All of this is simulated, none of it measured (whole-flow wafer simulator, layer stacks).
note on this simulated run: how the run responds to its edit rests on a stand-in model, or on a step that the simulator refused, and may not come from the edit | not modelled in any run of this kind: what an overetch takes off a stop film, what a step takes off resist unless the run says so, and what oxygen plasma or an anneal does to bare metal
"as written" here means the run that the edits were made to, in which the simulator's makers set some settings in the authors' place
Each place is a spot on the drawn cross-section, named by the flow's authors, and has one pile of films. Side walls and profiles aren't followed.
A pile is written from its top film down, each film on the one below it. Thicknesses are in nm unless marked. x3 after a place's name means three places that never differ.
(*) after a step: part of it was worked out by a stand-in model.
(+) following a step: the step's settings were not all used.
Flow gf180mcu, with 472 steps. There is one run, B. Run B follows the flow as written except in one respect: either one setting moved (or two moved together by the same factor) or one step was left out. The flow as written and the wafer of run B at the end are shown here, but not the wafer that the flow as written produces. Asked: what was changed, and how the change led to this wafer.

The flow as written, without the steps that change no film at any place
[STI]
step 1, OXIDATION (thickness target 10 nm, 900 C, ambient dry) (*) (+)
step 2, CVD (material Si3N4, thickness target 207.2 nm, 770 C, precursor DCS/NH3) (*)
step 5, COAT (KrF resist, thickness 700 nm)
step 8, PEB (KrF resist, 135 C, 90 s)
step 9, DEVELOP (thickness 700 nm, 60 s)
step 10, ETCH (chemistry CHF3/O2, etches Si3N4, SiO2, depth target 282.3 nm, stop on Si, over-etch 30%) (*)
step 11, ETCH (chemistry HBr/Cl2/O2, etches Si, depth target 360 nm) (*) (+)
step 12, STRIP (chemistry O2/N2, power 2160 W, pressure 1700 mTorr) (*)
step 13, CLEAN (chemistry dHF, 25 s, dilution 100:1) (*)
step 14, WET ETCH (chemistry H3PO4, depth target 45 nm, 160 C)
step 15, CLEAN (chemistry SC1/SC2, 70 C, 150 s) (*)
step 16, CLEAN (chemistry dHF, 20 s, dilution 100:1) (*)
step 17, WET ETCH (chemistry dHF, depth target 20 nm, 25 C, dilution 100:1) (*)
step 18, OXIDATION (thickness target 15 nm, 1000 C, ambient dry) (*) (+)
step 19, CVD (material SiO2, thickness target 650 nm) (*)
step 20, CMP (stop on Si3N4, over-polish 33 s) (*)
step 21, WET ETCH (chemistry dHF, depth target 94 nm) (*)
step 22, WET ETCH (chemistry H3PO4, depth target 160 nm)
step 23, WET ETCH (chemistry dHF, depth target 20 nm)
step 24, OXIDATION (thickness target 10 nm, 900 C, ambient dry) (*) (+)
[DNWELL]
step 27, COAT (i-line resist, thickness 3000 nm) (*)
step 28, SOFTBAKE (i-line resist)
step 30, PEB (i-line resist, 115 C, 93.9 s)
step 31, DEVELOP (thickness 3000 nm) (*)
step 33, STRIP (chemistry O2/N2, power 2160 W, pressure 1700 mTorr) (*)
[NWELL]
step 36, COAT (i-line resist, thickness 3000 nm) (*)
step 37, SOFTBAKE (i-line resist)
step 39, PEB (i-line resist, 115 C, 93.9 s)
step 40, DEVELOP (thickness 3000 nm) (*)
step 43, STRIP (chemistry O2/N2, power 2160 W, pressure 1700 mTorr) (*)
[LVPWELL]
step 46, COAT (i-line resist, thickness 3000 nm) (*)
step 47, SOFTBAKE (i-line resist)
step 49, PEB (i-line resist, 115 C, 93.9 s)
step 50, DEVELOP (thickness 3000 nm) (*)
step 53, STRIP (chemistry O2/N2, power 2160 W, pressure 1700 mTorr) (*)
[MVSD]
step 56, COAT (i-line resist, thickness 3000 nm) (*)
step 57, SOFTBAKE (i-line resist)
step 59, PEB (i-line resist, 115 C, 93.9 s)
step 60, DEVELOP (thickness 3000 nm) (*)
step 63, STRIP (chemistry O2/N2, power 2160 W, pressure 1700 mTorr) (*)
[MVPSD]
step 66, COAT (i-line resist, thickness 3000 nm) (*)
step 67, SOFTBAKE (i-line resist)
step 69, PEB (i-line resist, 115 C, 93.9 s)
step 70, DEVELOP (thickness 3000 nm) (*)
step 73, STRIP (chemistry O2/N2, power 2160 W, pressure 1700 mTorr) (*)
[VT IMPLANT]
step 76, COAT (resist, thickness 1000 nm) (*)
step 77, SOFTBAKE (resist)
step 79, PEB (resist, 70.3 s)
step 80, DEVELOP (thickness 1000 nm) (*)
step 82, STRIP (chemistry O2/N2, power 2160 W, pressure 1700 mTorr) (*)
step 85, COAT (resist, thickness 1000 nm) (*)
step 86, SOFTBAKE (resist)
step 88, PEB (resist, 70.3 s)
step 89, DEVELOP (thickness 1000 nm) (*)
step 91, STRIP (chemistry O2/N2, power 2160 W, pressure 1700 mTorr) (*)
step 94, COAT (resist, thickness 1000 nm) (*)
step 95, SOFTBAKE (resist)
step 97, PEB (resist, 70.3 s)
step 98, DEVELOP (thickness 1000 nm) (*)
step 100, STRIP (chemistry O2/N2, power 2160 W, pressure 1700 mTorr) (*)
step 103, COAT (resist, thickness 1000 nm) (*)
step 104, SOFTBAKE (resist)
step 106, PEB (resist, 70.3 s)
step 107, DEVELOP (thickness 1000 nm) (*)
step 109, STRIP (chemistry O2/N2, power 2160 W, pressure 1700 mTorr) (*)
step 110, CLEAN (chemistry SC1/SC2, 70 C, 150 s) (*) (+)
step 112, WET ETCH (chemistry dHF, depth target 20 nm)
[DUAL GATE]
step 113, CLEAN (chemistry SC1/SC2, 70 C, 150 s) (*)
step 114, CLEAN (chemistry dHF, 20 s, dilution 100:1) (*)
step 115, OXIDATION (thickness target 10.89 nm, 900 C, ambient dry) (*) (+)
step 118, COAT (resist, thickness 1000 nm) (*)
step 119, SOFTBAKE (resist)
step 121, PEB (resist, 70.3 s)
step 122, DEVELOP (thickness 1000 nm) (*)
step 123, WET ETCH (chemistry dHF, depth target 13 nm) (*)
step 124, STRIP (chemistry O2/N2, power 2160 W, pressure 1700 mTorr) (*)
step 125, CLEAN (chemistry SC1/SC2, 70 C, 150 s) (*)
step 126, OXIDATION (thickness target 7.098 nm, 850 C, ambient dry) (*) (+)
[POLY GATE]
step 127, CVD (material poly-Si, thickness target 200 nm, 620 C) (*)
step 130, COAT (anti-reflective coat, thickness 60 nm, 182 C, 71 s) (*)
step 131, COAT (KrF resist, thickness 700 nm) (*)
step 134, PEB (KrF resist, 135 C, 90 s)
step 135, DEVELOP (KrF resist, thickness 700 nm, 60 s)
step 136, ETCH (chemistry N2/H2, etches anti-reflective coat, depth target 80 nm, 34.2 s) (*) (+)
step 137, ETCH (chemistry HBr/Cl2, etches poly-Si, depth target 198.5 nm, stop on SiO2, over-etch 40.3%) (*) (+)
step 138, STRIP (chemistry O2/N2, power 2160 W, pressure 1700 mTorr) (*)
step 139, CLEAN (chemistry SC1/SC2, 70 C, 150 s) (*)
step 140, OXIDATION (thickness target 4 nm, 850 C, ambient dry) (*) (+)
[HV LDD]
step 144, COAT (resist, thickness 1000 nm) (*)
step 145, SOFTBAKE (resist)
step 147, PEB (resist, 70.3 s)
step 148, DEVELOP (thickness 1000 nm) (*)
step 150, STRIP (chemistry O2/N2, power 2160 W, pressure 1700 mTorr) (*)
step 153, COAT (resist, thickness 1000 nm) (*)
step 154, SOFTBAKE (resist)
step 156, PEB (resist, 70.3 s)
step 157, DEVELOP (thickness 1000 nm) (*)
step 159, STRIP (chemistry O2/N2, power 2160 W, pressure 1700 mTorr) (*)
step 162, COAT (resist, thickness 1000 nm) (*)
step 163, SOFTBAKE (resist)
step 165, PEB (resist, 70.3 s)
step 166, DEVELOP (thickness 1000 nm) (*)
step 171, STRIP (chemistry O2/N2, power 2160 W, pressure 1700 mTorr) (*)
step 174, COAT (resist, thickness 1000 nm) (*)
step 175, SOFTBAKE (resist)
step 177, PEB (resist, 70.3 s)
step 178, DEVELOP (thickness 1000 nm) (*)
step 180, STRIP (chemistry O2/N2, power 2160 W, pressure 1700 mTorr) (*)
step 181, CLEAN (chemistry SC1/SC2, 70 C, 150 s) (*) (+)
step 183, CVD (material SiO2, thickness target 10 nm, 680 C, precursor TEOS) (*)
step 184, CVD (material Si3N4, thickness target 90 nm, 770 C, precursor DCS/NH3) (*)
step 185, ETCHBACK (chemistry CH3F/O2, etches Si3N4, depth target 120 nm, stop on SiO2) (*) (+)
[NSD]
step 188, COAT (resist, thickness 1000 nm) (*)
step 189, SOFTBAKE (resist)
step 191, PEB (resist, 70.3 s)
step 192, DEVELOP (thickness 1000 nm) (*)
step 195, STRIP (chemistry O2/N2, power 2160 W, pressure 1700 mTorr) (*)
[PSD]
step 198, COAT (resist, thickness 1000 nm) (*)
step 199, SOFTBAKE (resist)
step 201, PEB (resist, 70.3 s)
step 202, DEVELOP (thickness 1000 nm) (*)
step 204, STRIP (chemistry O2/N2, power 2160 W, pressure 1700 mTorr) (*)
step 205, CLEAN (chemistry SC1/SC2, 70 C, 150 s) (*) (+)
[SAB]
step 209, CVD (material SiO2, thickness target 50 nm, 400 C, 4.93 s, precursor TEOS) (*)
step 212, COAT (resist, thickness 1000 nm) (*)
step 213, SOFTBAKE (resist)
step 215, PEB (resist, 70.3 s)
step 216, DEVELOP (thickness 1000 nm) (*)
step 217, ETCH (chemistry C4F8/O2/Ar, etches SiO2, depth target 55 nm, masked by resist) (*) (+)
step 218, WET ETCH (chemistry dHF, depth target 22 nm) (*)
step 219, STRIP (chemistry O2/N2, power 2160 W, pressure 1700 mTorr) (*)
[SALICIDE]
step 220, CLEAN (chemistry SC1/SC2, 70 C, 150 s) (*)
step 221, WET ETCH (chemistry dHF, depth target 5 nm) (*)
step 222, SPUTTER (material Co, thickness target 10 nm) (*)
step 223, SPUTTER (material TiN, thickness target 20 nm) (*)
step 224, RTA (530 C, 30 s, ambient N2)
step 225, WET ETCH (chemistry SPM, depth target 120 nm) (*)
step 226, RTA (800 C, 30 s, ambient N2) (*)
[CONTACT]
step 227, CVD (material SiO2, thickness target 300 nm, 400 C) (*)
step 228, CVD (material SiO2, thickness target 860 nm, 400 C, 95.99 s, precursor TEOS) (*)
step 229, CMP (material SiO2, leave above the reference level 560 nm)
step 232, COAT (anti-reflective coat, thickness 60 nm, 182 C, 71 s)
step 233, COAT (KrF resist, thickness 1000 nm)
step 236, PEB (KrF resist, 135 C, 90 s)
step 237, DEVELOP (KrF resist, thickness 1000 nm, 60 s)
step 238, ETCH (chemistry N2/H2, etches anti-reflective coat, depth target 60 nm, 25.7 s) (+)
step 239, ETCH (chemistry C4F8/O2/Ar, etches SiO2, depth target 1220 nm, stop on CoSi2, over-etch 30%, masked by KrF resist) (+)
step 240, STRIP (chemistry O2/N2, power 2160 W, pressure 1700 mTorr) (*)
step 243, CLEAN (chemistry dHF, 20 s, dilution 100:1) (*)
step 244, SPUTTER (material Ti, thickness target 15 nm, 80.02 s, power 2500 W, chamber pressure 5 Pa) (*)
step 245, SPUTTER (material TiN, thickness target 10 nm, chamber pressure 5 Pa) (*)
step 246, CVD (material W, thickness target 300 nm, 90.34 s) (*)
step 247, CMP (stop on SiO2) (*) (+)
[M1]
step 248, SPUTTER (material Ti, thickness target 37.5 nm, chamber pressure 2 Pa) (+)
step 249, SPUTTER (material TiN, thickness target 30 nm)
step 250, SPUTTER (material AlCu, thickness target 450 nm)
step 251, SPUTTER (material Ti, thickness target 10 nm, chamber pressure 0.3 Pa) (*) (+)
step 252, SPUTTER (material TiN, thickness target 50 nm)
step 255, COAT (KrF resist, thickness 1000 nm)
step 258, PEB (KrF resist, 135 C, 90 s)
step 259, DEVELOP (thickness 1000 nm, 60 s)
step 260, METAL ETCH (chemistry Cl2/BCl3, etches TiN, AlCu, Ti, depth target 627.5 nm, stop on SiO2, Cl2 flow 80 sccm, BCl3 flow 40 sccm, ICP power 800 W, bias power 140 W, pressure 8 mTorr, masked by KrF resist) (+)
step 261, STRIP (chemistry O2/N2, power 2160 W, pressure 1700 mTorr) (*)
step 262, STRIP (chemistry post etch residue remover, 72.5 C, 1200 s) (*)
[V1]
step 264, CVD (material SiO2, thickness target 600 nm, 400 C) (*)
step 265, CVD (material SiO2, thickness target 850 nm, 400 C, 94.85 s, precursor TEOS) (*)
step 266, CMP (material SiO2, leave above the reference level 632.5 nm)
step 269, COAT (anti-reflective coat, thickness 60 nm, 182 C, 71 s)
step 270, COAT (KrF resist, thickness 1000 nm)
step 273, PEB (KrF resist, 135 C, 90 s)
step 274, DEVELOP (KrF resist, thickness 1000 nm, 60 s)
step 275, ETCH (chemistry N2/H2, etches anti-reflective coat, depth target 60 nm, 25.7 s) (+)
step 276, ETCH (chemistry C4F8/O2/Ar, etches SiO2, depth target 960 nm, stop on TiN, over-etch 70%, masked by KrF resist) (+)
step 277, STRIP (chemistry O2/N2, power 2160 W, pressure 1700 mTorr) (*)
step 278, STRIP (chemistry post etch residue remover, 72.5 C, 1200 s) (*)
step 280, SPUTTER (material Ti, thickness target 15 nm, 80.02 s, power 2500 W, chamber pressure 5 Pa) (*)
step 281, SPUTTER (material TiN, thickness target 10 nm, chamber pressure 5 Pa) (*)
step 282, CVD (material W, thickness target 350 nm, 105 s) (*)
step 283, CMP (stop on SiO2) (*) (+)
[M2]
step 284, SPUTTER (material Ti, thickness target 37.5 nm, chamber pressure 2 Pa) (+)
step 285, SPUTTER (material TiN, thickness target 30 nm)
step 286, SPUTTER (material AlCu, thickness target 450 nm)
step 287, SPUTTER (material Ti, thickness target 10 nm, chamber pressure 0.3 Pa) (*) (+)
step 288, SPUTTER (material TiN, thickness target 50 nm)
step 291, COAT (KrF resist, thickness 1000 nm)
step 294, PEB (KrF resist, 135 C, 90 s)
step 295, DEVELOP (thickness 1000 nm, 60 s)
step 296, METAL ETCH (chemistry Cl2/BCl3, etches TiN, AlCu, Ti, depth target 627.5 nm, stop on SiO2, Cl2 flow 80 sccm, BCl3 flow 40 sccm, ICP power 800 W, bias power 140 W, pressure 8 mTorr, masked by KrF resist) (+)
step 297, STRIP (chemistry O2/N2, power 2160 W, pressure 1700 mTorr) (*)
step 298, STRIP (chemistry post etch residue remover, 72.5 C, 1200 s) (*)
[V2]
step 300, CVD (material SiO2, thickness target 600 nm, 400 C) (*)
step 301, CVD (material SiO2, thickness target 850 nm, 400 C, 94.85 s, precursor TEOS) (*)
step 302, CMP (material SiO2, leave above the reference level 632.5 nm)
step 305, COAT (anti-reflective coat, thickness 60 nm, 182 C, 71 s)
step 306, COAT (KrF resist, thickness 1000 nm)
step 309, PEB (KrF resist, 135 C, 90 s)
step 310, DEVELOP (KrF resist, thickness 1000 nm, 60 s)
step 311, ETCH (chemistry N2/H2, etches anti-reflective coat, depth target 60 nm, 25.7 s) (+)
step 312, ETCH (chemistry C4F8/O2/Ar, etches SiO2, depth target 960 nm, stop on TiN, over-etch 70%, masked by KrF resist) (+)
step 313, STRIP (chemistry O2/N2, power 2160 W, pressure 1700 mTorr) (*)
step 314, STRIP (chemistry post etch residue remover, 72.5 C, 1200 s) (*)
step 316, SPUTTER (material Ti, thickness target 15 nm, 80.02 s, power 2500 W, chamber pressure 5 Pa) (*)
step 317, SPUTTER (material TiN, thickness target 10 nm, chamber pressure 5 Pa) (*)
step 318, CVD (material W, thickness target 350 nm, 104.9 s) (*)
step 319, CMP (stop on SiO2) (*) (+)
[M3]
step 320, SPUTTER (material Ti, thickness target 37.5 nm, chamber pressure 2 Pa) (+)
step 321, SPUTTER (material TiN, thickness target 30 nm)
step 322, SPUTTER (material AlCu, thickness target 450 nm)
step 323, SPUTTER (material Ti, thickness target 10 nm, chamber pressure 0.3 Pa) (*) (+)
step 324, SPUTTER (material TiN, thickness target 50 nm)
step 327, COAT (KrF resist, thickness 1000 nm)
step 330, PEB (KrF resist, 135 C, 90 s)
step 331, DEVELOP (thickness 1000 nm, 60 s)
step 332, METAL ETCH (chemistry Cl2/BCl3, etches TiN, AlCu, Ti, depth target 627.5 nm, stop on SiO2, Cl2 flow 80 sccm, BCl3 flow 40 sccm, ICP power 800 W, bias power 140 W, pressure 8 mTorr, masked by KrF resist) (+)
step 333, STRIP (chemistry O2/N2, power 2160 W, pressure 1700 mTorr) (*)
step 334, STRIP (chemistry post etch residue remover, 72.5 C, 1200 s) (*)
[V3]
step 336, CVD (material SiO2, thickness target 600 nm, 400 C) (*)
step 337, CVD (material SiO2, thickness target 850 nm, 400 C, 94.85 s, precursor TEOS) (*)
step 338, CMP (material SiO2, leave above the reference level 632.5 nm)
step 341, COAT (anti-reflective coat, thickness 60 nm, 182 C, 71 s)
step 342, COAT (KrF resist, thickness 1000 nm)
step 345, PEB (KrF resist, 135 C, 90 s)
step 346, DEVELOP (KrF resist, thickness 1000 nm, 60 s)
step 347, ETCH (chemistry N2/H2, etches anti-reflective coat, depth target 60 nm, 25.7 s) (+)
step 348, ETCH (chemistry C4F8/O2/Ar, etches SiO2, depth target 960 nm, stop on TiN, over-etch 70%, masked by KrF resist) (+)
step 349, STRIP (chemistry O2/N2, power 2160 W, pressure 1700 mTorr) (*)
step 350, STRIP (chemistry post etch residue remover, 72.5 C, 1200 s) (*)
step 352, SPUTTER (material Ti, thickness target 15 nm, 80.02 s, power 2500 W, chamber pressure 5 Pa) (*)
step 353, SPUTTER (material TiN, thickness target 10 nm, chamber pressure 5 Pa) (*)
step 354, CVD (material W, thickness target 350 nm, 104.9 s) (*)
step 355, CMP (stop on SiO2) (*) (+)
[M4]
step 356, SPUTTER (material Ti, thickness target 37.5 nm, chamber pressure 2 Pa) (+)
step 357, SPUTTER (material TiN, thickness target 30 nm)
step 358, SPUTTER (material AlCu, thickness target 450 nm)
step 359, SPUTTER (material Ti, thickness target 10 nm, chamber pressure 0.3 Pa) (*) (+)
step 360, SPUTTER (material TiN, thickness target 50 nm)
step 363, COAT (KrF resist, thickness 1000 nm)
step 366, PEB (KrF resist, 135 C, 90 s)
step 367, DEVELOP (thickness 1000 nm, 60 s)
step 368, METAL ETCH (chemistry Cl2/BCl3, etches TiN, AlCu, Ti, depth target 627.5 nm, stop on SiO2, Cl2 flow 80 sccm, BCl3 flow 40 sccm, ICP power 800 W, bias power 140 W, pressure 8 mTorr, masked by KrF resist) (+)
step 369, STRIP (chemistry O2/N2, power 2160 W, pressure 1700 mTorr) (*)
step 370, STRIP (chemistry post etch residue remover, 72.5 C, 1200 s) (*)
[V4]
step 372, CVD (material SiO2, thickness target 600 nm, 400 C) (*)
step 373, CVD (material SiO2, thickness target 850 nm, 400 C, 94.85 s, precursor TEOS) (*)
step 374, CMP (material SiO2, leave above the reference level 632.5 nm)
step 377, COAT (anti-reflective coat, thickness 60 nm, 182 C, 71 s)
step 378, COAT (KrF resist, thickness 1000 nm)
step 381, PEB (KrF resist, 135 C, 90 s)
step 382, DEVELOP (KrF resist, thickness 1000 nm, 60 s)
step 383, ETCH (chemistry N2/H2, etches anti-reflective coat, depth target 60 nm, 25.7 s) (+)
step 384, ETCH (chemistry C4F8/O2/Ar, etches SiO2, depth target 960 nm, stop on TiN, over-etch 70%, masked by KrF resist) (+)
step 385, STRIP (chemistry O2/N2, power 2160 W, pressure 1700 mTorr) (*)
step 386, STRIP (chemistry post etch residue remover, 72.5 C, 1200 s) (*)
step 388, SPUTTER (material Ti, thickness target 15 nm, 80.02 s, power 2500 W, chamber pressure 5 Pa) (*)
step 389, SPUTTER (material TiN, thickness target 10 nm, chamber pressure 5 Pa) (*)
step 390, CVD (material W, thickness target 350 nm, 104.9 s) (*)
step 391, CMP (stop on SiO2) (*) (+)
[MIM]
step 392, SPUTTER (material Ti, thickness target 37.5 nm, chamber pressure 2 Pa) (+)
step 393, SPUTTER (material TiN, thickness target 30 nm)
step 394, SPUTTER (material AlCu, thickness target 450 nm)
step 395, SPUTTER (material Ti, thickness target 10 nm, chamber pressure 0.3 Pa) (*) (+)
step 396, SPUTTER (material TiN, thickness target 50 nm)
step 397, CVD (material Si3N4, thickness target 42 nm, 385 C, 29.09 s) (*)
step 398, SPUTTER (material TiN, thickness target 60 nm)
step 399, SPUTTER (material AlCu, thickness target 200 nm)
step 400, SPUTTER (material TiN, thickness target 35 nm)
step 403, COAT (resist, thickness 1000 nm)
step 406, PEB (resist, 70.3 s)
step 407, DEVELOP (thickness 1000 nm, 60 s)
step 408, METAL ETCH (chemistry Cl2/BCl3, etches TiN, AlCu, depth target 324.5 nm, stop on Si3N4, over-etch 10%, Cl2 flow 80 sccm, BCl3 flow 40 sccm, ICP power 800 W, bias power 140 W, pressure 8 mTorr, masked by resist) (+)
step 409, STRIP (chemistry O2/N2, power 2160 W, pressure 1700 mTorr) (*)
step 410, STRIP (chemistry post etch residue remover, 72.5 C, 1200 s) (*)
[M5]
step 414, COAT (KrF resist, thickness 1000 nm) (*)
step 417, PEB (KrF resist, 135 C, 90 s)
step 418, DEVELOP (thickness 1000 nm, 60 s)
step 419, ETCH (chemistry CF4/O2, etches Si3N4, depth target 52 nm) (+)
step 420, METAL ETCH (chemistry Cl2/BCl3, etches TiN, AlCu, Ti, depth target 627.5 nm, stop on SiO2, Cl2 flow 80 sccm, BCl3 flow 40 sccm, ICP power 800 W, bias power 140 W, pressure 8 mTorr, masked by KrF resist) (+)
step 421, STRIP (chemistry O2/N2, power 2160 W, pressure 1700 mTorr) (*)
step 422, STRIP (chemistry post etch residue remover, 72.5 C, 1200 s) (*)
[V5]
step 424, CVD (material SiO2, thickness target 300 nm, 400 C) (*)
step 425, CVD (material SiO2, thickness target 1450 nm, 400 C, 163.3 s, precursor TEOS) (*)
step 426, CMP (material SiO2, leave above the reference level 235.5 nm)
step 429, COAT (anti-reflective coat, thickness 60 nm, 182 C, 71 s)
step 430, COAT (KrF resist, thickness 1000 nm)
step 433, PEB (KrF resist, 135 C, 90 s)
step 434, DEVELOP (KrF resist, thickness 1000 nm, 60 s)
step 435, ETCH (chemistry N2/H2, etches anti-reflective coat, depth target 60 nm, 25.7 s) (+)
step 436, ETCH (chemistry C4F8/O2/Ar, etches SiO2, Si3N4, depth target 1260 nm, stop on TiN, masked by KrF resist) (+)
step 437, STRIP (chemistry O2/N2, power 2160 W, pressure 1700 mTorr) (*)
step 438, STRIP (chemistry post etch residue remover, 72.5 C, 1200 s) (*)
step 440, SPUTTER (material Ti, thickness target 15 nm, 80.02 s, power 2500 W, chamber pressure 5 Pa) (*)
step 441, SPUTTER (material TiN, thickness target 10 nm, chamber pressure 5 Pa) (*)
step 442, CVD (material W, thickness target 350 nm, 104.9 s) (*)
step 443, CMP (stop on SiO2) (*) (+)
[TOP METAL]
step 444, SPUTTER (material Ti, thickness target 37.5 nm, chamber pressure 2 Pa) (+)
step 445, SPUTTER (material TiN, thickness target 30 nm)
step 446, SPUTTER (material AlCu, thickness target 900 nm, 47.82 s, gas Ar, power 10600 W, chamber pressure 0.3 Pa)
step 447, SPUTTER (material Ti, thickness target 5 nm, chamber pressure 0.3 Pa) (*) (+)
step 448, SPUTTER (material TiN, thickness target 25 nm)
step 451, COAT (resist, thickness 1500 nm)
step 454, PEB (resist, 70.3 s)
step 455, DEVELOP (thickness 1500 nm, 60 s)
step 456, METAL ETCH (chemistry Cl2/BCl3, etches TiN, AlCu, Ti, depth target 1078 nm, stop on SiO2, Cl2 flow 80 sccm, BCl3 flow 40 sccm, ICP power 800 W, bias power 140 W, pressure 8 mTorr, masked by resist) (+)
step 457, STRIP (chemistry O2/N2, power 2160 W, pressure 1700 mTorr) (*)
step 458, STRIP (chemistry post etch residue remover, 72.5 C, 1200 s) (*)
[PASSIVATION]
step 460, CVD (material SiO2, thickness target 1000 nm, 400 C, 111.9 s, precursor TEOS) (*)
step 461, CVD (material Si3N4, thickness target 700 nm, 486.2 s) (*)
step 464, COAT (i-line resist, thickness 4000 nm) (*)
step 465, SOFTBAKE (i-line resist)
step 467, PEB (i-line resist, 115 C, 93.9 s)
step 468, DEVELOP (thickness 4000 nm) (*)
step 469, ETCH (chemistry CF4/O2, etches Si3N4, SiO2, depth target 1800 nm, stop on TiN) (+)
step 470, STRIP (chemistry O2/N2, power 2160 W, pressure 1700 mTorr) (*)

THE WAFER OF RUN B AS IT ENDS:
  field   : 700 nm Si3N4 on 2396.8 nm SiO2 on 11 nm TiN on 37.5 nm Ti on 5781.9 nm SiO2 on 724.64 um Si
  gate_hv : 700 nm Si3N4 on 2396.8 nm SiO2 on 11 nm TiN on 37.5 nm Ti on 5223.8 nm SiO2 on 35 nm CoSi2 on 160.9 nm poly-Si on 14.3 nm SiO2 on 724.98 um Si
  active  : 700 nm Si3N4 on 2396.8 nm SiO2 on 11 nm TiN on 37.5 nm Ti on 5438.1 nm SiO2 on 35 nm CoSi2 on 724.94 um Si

What caused this: step 420, METAL ETCH: depth target 527.1 nm was run, whereas the flow has depth target 627.5 nm.

The path from the change to this, step by step:
  step 420, METAL ETCH (chemistry Cl2/BCl3, etches TiN, AlCu, Ti, depth target 627.5 nm, stop on SiO2, Cl2 flow 80 sccm, BCl3 flow 40 sccm, ICP power 800 W, bias power 140 W, pressure 8 mTorr, masked by KrF resist) (+)
      field, field__w1, field__w2 and 101 more: TiN loses 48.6 (all of it), Ti loses 10 (all of it), AlCu loses 450 (all of it), TiN loses 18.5 (it would be, as written: TiN loses 48.6 (all of it), Ti loses 10 (all of it), AlCu loses 450 (all of it), TiN loses 30 (all of it), Ti loses 37.5 (all of it))
      field__w4, field__w8, contact, m1, m1__w1, mim, mim_1p0, m1_nw: KrF resist loses 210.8 (it would be, as written: KrF resist loses 251)
  step 421, STRIP (chemistry O2/N2, power 2160 W, pressure 1700 mTorr) (*)
      field__w8, m1__w1: KrF resist loses 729 (all of it) (it would be, as written: KrF resist loses 688.9 (all of it))
      contact, m1: KrF resist loses 729.5 (all of it) (it would be, as written: KrF resist loses 689.3 (all of it))
      (and at 4 other places as well)
  step 424, CVD (material SiO2, thickness target 300 nm, 400 C) (*)
      field, field__w1, field__w2 and 101 more: SiO2 gains 300 (new film) (it would be, as written: SiO2 gains 300)
  step 426, CMP (material SiO2, leave above the reference level 235.5 nm)
      field, field__w1, field__w5 and 92 more: SiO2 loses 349.4 (it would be, as written: SiO2 loses 300.8)
      field__w2, field__w3, field__w12 and 6 more: SiO2 loses 323.4 (it would be, as written: SiO2 loses 272.7)
If metal films that touch count as one body, field has 1 body; the flow as written gives 0 bodies.
If metal films that touch count as one body, gate_hv has 2 bodies (between them, from the top down: SiO2 5223.8); the flow as written gives 1 body.
If metal films that touch count as one body, active has 2 bodies (between them, from the top down: SiO2 5438.1); the flow as written gives 1 body.
